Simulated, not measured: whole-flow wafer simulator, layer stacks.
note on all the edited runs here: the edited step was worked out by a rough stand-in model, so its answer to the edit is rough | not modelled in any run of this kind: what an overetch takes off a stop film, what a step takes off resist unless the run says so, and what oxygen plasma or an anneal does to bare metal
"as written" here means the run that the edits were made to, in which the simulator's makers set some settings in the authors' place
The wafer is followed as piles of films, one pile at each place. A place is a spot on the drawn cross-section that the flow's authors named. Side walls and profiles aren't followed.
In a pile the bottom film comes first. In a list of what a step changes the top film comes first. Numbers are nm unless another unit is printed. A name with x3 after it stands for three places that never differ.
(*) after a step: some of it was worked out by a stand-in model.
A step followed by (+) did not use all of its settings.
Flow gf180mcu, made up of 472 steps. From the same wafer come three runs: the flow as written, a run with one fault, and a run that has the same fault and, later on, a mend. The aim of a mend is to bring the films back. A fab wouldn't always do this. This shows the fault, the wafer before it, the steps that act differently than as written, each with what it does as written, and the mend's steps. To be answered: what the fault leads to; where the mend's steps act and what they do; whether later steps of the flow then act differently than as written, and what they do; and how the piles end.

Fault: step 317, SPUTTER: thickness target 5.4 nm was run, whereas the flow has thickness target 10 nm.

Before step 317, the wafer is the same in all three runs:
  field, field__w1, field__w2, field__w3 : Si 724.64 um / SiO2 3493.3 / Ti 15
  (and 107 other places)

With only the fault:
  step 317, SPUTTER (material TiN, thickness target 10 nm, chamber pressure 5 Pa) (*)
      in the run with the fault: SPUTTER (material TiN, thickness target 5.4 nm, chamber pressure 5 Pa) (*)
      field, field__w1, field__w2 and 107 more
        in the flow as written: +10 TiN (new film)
        in the run with the fault: +5.4 TiN (new film)
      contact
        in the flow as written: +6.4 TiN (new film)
        in the run with the fault: +3.46 TiN (new film)
  Steps later in the flow that act otherwise than as written (1 other step is not shown; it differs only slightly, by no more than 2% or 0.5 nm, whichever is larger):
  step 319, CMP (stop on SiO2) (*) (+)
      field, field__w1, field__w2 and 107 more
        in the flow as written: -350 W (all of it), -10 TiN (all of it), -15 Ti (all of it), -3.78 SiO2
        in the run with the fault: -350 W (all of it), -5.4 TiN (all of it), -15 Ti (all of it), -3.74 SiO2
  By the end, the piles at contact depart from the flow's by more than 2% or 0.5 nm, whichever is larger.
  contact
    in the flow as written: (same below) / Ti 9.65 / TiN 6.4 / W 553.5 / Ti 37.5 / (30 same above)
    in the run with the fault: (same below) / Ti 9.65 / TiN 3.46 / W 556.5 / Ti 37.5 / (30 same above)

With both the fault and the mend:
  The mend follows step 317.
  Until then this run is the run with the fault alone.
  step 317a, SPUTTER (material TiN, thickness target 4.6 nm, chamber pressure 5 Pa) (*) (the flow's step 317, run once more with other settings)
      field, field__w1, field__w2 and 107 more
        +4.6 TiN
      contact
        +2.94 TiN
  Every later step of the flow that is run acts as written at every place that is followed.
  By the end, the piles equal the flow's at every place that both follow.
